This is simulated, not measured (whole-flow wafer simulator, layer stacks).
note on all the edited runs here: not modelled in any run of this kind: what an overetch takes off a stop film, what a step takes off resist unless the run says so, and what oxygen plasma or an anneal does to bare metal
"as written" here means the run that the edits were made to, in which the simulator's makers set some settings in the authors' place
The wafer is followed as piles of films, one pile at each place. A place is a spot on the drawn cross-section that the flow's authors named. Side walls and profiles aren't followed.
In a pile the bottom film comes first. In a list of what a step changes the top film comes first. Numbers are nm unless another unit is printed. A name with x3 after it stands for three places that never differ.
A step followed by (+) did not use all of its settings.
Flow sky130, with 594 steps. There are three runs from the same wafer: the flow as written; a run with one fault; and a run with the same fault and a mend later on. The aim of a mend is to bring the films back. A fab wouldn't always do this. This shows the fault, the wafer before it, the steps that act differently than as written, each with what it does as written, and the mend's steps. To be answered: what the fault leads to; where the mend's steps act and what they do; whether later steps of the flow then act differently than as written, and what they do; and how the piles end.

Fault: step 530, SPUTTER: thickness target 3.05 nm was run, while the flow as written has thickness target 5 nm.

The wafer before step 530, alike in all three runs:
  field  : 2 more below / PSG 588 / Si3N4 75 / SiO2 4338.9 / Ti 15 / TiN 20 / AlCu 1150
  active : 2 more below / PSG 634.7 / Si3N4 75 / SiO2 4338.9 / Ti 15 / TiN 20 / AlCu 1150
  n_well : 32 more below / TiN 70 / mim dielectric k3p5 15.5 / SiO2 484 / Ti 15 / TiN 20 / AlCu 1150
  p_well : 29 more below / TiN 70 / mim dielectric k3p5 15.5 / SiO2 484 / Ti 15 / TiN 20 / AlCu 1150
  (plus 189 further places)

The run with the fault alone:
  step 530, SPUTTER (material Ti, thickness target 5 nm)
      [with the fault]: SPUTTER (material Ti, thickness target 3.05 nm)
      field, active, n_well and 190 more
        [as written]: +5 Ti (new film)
        [with the fault]: +3.05 Ti (new film)
  Steps further on in the flow that do not act as written (not shown: 21 more steps that differ only slightly, by at most 2% or 0.5 nm, whichever is larger):
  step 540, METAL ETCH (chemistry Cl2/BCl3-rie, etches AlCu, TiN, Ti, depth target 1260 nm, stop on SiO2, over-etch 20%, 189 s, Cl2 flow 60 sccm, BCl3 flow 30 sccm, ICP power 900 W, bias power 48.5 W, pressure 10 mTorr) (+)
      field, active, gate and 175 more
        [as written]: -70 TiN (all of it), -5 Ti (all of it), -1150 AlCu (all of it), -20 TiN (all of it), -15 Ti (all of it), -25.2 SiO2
        [with the fault]: -70 TiN (all of it), -3.05 Ti (all of it), -1150 AlCu (all of it), -20 TiN (all of it), -15 Ti (all of it), -25.4 SiO2
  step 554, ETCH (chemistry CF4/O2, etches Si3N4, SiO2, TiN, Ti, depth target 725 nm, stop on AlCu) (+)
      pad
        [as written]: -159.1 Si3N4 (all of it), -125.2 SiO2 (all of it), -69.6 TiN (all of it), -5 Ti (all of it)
        [with the fault]: -159.1 Si3N4 (all of it), -125.2 SiO2 (all of it), -69.6 TiN (all of it), -3.05 Ti (all of it)
  The piles end different from the flow's at n_well, p_well, sd_n and 11 more by more than 2% or 0.5 nm, whichever is larger.
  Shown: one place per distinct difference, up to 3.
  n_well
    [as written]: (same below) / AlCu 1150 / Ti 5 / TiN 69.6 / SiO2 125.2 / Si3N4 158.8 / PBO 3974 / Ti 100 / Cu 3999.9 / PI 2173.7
    [with the fault]: (same below) / AlCu 1150 / Ti 3.05 / TiN 69.6 / SiO2 125.2 / Si3N4 158.8 / PBO 3975.4 / Ti 100 / Cu 3999.9 / PI 2173.9
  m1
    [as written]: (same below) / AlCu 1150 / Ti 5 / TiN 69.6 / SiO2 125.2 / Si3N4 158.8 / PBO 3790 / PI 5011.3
    [with the fault]: (same below) / AlCu 1150 / Ti 3.05 / TiN 69.6 / SiO2 125.2 / Si3N4 158.8 / PBO 3791.6 / PI 5011.4
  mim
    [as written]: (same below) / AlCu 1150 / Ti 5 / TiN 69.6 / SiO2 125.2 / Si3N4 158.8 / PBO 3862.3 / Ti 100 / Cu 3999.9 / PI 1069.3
    [with the fault]: (same below) / AlCu 1150 / Ti 3.05 / TiN 69.6 / SiO2 125.2 / Si3N4 158.8 / PBO 3863.8 / Ti 100 / Cu 3999.9 / PI 1069.5

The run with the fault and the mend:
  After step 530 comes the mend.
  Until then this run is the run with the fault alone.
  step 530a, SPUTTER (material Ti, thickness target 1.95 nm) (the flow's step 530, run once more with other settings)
      field, active, n_well and 190 more
        +1.95 Ti
  Every later step of the flow that is run acts as written at every place that is followed.
  At every place that both follow, the piles at the end match the flow's.
